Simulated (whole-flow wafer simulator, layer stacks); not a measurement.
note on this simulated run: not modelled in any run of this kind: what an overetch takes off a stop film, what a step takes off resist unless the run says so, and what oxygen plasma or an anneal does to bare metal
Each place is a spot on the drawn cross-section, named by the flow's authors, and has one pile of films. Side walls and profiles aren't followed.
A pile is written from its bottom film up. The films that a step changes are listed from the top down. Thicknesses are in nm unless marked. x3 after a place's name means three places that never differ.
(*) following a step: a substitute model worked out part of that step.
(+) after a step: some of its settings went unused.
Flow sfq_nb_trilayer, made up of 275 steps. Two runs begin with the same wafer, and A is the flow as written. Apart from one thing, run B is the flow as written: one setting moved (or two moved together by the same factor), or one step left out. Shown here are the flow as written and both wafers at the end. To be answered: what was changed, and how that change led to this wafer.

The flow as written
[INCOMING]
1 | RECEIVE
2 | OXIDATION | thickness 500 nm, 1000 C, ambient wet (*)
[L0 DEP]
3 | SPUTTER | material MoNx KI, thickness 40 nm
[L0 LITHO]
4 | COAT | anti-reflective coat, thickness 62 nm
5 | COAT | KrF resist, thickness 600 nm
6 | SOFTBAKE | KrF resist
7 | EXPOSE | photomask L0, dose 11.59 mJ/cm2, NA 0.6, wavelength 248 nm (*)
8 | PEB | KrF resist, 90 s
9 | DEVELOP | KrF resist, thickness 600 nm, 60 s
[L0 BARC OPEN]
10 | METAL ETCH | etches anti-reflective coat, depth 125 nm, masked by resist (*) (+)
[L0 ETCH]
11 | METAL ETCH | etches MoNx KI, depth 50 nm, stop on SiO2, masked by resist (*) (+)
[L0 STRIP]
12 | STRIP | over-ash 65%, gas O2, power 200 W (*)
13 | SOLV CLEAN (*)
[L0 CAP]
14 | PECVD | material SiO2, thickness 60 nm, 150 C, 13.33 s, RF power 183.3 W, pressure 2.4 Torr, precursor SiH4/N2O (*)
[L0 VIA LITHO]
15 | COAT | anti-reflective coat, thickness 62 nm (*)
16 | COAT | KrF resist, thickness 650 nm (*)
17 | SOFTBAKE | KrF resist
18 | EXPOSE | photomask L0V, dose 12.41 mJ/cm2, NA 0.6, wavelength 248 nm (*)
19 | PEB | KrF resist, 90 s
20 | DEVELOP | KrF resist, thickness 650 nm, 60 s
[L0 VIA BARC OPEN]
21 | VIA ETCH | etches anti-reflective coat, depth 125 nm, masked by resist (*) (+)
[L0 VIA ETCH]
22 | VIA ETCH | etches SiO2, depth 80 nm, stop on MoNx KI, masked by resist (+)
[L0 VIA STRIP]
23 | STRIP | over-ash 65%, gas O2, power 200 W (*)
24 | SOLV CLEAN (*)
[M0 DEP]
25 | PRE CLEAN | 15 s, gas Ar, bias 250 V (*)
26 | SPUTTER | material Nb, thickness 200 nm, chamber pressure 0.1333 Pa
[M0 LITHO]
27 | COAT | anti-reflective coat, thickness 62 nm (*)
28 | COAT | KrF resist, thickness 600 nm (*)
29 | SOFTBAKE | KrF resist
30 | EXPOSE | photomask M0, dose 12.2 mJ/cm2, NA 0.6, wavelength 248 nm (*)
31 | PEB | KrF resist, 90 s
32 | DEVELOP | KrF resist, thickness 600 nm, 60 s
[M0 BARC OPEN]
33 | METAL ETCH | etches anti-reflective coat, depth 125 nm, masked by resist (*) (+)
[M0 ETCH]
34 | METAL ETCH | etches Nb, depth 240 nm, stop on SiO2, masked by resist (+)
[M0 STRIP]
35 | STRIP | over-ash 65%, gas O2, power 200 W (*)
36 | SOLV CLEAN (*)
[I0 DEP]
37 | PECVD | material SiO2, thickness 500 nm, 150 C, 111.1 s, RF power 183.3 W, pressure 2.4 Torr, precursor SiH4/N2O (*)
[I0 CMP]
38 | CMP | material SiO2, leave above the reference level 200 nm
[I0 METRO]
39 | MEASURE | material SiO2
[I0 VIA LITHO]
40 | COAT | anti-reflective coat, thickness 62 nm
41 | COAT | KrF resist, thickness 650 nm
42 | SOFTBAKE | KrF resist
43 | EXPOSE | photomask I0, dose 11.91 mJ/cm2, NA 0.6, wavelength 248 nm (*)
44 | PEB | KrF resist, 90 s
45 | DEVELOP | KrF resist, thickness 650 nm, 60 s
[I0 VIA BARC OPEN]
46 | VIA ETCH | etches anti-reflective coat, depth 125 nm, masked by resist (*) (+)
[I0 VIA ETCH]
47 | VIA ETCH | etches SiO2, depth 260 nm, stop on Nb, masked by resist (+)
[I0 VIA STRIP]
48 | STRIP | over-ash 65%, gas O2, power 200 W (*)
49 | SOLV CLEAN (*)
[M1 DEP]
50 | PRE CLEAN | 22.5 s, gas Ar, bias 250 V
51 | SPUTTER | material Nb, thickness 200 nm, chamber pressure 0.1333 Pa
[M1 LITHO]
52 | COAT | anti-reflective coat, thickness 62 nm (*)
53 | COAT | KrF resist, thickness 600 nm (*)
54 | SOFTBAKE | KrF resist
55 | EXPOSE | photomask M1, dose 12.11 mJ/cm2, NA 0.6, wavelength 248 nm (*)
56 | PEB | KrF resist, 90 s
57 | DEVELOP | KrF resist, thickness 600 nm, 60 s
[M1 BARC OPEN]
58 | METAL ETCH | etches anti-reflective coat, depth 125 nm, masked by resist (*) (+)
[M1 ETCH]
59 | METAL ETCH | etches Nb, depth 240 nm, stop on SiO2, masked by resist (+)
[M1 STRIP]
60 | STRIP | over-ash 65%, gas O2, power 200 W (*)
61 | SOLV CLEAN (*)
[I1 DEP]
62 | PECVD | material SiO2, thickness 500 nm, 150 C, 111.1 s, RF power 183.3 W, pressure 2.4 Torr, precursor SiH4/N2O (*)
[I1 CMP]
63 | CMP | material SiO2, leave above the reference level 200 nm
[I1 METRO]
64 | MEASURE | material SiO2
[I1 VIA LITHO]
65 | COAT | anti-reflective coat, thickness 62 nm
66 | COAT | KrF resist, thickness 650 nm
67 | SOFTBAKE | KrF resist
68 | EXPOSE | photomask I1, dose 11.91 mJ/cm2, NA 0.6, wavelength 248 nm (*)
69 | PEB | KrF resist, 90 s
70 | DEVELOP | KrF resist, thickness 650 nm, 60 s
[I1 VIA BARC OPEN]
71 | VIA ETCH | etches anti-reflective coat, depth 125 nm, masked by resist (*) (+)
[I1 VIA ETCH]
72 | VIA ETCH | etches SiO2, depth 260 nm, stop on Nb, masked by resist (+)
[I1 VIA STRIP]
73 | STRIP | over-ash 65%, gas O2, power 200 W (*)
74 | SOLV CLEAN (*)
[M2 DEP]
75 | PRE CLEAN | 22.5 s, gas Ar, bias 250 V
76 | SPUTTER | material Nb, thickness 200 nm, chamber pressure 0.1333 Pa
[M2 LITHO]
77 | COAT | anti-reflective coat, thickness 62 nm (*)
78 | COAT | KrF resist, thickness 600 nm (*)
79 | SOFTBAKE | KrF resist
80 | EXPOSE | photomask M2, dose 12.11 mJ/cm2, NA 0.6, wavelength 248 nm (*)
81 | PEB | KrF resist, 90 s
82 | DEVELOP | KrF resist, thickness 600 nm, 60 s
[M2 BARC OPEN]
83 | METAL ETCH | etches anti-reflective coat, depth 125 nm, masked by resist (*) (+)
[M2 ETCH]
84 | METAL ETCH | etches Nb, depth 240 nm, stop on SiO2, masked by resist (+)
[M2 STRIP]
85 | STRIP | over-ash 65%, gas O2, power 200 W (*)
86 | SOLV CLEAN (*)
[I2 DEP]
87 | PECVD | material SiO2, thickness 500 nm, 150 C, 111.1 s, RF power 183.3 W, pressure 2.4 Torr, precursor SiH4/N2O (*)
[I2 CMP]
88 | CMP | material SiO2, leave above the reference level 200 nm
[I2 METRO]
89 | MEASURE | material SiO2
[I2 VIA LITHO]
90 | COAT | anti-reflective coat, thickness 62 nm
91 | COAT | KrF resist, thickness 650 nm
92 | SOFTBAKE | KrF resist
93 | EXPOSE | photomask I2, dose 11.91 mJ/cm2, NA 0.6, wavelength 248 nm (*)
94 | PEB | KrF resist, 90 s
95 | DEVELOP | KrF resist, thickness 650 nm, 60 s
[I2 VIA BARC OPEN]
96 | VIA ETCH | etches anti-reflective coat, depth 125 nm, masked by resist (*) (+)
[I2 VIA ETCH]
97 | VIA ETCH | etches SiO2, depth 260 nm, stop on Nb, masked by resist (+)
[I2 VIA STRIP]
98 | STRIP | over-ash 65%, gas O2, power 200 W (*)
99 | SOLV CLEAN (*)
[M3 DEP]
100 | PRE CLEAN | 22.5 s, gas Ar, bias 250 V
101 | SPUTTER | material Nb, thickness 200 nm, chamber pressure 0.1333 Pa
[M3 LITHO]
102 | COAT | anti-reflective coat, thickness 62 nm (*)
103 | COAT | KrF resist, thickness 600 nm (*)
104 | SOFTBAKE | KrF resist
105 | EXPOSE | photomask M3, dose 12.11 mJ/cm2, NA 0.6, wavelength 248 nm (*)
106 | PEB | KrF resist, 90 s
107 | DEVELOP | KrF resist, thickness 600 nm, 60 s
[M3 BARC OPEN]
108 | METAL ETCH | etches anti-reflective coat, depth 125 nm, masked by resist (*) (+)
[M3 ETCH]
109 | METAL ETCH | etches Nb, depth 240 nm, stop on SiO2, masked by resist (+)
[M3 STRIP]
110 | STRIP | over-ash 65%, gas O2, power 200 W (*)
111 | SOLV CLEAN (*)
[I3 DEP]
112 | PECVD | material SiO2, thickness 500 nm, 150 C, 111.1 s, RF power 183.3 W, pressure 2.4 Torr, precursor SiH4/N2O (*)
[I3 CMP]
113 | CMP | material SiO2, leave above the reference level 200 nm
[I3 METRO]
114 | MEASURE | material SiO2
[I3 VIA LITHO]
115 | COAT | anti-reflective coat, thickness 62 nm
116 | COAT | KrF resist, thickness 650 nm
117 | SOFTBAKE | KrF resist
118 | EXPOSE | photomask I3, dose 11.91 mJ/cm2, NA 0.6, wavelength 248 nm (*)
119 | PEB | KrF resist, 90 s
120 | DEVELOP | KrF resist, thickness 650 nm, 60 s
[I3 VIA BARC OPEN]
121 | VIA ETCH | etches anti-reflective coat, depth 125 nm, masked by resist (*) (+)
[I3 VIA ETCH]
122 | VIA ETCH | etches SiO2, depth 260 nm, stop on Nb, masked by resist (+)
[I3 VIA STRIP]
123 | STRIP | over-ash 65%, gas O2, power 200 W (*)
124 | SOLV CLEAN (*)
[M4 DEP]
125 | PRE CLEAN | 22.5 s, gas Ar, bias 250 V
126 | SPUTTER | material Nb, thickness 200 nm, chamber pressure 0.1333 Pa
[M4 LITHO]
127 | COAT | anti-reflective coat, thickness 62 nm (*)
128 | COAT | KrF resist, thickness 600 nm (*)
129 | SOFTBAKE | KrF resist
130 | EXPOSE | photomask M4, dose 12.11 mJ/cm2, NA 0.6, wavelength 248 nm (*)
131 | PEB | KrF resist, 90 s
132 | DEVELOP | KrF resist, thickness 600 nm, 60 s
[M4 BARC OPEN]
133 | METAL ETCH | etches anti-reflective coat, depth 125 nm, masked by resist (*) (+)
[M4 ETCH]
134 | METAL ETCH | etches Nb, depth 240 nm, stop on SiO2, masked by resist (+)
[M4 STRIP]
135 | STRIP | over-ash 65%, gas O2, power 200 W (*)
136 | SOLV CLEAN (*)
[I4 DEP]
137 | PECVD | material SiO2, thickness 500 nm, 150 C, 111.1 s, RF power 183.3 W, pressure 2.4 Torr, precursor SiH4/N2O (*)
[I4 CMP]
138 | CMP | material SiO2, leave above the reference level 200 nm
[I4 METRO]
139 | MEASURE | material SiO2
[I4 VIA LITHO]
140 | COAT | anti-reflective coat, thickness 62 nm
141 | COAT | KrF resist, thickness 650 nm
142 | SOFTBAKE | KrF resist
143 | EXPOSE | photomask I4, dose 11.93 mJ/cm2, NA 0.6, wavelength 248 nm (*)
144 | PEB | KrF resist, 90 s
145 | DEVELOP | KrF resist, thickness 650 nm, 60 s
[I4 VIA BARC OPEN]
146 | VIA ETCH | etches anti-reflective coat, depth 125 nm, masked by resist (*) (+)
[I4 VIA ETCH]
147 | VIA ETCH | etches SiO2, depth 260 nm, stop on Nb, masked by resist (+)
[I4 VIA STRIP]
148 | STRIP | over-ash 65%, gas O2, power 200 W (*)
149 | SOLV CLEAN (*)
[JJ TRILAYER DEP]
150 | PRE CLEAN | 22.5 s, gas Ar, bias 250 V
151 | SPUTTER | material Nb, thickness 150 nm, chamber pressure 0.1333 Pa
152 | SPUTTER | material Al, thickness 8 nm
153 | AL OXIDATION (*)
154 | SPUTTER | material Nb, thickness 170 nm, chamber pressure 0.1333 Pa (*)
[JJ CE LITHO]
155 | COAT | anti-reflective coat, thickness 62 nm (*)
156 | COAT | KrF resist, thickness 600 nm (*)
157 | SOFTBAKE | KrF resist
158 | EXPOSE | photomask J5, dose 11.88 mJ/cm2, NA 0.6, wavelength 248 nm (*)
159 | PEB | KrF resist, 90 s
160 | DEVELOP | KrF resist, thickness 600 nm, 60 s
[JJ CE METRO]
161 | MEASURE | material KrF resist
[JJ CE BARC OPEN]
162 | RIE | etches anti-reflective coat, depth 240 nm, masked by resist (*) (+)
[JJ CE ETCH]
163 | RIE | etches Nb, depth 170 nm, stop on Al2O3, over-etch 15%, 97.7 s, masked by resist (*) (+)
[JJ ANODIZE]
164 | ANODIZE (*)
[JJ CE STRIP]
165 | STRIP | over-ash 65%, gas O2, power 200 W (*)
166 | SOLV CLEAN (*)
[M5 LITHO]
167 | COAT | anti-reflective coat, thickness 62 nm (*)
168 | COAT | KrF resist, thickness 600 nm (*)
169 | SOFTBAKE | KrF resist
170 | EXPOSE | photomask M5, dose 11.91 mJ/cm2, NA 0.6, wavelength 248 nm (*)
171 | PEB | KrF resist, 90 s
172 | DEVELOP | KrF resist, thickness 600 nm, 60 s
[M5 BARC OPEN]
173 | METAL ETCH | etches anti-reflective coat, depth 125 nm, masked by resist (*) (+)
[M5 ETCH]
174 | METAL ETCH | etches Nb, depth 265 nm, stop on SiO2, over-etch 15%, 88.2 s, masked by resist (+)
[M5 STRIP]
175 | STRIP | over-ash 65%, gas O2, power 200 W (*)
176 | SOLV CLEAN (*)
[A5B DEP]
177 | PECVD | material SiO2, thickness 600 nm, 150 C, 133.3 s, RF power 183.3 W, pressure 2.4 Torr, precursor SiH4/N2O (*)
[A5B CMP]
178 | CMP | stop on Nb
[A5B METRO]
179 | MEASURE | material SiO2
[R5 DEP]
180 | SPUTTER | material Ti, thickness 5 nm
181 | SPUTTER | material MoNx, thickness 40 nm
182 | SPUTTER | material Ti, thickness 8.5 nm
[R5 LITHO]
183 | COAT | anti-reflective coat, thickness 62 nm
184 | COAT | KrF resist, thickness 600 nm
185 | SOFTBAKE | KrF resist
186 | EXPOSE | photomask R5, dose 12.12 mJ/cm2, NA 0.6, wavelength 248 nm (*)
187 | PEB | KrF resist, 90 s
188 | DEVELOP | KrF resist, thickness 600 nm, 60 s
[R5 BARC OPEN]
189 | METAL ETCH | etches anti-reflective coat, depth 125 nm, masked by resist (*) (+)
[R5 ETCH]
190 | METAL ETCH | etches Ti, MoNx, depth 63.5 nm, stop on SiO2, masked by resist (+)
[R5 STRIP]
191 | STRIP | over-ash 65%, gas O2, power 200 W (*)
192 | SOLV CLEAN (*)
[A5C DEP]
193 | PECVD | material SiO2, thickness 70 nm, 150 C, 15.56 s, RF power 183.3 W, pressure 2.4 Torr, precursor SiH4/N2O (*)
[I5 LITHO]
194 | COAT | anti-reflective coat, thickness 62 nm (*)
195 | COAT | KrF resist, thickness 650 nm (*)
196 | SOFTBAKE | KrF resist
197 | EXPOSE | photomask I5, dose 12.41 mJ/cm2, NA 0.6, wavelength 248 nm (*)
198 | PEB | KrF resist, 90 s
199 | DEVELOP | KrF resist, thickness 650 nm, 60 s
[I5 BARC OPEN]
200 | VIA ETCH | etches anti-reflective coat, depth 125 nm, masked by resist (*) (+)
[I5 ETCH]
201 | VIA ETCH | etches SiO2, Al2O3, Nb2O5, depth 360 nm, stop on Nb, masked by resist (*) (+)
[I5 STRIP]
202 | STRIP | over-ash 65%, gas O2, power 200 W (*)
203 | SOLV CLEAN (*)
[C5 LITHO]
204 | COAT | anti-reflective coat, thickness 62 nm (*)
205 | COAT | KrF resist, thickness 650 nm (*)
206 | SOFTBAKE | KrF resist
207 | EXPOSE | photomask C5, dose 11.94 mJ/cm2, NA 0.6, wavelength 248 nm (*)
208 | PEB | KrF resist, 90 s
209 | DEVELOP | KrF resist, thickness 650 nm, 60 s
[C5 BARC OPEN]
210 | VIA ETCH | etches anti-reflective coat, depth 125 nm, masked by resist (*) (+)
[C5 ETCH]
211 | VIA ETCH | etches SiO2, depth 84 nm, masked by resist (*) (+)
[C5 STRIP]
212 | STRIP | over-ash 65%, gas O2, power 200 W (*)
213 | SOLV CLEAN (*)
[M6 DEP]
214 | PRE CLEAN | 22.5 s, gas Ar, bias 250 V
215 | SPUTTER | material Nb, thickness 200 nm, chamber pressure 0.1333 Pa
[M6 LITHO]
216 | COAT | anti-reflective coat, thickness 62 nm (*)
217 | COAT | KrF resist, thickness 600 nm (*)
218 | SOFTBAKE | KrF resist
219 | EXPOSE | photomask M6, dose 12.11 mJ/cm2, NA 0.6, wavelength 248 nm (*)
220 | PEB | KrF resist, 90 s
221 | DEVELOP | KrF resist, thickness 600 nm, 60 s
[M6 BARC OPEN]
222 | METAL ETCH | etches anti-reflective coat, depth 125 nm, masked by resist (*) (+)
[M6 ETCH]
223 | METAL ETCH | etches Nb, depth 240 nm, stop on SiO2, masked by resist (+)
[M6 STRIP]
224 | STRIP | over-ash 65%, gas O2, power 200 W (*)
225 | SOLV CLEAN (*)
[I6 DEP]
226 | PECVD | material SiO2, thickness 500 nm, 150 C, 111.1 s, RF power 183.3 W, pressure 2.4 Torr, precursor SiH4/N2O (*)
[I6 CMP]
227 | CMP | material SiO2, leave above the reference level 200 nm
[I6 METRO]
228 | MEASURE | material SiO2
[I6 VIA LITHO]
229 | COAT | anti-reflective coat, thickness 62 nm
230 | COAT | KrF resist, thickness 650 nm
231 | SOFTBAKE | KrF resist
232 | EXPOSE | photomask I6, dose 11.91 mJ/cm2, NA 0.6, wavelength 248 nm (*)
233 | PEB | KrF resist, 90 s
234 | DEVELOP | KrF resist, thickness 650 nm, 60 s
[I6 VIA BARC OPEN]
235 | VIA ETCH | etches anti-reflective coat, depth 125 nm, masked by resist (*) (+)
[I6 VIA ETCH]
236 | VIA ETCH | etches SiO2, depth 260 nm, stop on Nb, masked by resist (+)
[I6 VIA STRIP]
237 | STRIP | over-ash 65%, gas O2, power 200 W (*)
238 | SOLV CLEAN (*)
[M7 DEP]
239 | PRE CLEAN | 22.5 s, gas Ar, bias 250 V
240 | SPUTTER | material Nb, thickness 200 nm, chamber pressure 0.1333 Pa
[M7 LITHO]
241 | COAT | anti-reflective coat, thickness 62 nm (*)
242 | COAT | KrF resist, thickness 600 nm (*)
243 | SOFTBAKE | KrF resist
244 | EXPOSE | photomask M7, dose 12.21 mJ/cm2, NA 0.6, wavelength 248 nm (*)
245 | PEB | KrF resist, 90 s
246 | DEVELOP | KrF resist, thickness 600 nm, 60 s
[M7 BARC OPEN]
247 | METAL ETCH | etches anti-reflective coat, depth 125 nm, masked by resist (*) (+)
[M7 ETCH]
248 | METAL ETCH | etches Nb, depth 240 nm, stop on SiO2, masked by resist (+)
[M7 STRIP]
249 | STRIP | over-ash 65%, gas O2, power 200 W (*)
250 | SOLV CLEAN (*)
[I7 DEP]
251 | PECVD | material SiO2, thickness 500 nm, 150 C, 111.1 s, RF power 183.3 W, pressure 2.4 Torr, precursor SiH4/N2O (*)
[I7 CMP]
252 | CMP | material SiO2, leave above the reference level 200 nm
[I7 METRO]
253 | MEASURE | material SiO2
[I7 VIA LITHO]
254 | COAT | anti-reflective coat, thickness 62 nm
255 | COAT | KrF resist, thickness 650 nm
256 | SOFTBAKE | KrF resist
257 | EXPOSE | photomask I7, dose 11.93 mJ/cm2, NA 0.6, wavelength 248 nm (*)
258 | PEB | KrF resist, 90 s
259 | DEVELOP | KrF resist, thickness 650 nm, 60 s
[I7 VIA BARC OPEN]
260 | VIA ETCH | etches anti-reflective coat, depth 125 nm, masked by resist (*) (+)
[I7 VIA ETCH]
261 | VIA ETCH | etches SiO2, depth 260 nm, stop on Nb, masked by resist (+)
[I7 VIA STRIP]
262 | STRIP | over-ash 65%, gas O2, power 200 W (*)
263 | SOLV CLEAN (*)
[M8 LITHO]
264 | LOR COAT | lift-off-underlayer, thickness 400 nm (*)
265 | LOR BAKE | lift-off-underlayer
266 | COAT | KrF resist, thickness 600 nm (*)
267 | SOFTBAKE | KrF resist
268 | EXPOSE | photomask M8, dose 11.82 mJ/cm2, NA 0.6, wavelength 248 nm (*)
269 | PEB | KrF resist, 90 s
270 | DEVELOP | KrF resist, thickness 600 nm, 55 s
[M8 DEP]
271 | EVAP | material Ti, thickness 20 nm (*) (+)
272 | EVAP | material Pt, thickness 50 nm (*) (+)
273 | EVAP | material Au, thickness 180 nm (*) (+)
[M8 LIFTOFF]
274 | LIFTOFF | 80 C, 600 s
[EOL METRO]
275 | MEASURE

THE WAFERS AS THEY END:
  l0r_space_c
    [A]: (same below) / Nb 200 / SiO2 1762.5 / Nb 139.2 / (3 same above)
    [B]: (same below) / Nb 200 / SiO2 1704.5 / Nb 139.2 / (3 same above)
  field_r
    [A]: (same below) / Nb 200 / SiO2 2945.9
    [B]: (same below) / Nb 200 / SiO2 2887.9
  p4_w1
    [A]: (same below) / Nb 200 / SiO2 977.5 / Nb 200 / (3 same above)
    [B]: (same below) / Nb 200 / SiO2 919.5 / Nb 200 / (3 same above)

Cause: step 38, CMP: leave above the reference level 142 nm was run, whereas the flow has leave above the reference level 200 nm.

How this came from the change, step by step:
  38 | CMP | material SiO2, leave above the reference level 200 nm
      v_sur, via_wl, via_w and 94 more: A SiO2 loses 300 | B SiO2 loses 358
      field_l, l0_sur, l0r_line_l, l0r_line_c, l0r_line_r: A SiO2 loses 340 | B SiO2 loses 398
      (and at 4 other places as well)
  47 | VIA ETCH | etches SiO2, depth 260 nm, stop on Nb, masked by resist (+)
      field_l, v_sur, via_wl and 102 more: A KrF resist loses 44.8 | B KrF resist loses 36.7
      via_w: A SiO2 loses 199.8 (all of it) | B SiO2 loses 141.8 (all of it)
  51 | SPUTTER | material Nb, thickness 200 nm, chamber pressure 0.1333 Pa
      via_w: A Nb gains 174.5 | B Nb gains 186.3
  52 | COAT | anti-reflective coat, thickness 62 nm (*)
      via_wl: A anti-reflective coat gains 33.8 (new film) | B anti-reflective coat gains 35.7 (new film)
      via_w: A anti-reflective coat gains 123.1 (new film) | B anti-reflective coat gains 109.7 (new film)
      (and at 1 other place as well)
  53 | COAT | KrF resist, thickness 600 nm (*)
      via_w: A KrF resist gains 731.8 (new film) | B KrF resist gains 684.5 (new film)
  60 | STRIP | over-ash 65%, gas O2, power 200 W (*)
      via_wl: A KrF resist loses 385.5 (all of it), anti-reflective coat loses 33.8 (all of it) | B KrF resist loses 390.6 (all of it), anti-reflective coat loses 35.7 (all of it)
      via_w: A KrF resist loses 513.8 (all of it), anti-reflective coat loses 123.1 (all of it) | B KrF resist loses 466.7 (all of it), anti-reflective coat loses 109.7 (all of it)
      (and at 1 other place as well)
  62 | PECVD | material SiO2, thickness 500 nm, 150 C, 111.1 s, RF power 183.3 W, pressure 2.4 Torr, precursor SiH4/N2O (*)
      via_w: A SiO2 gains 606 (new film) | B SiO2 gains 511.7 (new film)
  63 | CMP | material SiO2, leave above the reference level 200 nm
      via_w: A SiO2 loses 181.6 | B SiO2 loses 157.1
